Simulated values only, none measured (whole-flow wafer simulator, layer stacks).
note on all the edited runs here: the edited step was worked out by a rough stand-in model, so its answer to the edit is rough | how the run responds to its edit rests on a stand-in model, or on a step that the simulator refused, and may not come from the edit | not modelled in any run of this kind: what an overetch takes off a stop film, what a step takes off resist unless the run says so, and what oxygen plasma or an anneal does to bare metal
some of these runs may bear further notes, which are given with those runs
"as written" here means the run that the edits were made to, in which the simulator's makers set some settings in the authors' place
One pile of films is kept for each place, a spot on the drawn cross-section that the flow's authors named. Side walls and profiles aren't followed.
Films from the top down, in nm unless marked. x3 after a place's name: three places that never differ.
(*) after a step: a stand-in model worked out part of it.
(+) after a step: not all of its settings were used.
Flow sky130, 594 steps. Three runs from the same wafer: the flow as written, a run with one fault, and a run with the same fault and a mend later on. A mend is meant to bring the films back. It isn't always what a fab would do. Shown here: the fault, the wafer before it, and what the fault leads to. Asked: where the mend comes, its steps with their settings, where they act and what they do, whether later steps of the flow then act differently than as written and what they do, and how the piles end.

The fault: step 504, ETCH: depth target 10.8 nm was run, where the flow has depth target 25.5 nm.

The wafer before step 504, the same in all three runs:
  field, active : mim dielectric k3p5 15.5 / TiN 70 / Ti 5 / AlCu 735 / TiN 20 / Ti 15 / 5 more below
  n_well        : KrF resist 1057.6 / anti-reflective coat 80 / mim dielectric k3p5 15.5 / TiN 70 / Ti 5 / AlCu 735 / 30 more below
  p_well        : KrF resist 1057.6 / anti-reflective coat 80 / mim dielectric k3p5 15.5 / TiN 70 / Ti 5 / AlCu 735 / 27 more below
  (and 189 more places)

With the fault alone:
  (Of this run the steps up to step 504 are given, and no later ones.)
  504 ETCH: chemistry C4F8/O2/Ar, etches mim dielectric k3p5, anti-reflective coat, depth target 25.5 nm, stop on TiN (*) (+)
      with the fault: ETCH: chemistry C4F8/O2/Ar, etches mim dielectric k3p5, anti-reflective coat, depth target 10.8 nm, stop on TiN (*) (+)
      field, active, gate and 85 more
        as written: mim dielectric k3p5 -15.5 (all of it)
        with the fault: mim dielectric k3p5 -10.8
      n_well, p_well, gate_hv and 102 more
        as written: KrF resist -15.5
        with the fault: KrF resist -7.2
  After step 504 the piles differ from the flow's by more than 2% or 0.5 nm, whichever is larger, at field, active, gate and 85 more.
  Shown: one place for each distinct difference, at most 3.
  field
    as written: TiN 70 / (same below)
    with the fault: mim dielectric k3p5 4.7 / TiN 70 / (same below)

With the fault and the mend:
  The mend comes after step 504.
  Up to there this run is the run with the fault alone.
  504a ETCH: chemistry C4F8/O2/Ar, etches mim dielectric k3p5, anti-reflective coat, depth target 14.7 nm, stop on TiN (*) (+) (the flow's step 504 once more, with other settings)
      n_well, p_well, gate_hv and 102 more
        KrF resist -4.7
      field, active, gate and 85 more
        mim dielectric k3p5 -4.7 (all of it)
  No later step of the flow acts differently than as written, at any place that is followed, by more than 2% or 0.5 nm, whichever is larger.
  At the end the piles are the same as the flow's at every place that both follow.
